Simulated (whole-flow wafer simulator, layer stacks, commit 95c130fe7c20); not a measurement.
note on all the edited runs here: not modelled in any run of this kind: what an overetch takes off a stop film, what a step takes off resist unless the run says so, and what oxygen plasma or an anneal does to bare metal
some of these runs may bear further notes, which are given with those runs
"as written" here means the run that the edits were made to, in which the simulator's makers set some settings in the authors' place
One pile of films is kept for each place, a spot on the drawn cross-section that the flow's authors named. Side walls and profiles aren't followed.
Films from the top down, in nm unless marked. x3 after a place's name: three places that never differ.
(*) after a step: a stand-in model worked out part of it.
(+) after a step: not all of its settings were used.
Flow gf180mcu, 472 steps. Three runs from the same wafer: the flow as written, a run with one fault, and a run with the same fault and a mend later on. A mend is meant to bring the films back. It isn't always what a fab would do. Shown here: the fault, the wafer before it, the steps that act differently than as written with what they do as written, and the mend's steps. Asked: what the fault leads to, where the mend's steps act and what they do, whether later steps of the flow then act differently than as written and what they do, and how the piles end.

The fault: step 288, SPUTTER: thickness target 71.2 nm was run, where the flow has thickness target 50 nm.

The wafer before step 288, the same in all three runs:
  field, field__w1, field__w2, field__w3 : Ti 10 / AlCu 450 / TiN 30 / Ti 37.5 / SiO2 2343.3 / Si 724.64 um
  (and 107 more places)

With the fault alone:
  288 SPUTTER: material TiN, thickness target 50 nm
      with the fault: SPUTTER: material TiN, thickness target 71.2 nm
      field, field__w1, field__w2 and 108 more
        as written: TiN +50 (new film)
        with the fault: TiN +71.2 (new film)
  Later steps of the flow that act differently than as written (3 more steps differ only slightly, by at most 2% or 0.5 nm, whichever is larger, and aren't shown):
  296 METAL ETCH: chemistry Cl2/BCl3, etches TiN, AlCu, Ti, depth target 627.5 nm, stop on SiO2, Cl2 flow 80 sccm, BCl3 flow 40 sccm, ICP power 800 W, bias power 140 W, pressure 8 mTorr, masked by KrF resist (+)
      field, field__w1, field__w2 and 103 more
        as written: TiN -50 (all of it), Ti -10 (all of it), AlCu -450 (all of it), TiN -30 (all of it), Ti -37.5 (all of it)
        with the fault: TiN -71.2 (all of it), Ti -10 (all of it), AlCu -450 (all of it), TiN -30 (all of it), Ti -37.5 (all of it)
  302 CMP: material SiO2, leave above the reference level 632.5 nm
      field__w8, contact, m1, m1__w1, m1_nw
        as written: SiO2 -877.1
        with the fault: SiO2 -898.3
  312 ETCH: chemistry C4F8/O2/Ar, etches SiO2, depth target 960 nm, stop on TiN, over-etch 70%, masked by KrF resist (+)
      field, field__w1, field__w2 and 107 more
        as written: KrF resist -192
        with the fault: KrF resist -187.4
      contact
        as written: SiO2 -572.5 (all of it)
        with the fault: SiO2 -551.3 (all of it)
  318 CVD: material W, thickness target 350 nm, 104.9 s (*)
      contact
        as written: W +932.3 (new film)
        with the fault: W +910.9 (new film)
  At the end the piles differ from the flow's by more than 2% or 0.5 nm, whichever is larger, at field__w8, contact, m1, m1__w1, m1_nw.
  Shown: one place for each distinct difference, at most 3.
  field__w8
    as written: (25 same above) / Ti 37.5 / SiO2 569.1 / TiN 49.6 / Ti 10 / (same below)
    with the fault: (25 same above) / Ti 37.5 / SiO2 547.9 / TiN 70.8 / Ti 10 / (same below)
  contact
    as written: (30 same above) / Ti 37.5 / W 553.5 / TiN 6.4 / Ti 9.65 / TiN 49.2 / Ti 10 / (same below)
    with the fault: (30 same above) / Ti 37.5 / W 532.1 / TiN 6.48 / Ti 9.77 / TiN 70.4 / Ti 10 / (same below)

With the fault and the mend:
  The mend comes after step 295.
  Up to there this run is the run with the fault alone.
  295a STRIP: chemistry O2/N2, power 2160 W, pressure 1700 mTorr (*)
      field__w8, contact, m1, m1__w1, m1_nw
        KrF resist -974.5 (all of it)
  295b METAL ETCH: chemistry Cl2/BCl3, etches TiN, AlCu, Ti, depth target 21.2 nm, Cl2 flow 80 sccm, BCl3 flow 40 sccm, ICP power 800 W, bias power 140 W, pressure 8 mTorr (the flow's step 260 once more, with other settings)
      field, field__w1, field__w2 and 108 more
        TiN -21.2
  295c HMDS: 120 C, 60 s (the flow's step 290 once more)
      changes no film at any place that is followed
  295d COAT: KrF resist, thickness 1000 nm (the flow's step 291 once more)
      field, field__w1, field__w2 and 108 more
        KrF resist +1000 (new film)
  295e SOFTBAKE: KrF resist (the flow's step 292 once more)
      changes no film at any place that is followed
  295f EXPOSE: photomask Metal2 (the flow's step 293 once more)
      changes no film at any place that is followed
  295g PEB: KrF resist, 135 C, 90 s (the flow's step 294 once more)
      field, field__w1, field__w2 and 108 more
        KrF resist -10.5
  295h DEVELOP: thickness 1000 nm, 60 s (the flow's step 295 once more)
      field, field__w1, field__w2 and 103 more
        KrF resist -989.5 (all of it)
      field__w8, contact, m1, m1__w1, m1_nw
        KrF resist -14.9
  No later step of the flow acts differently than as written at any place that is followed.
  At the end the piles are the same as the flow's at every place that both follow.
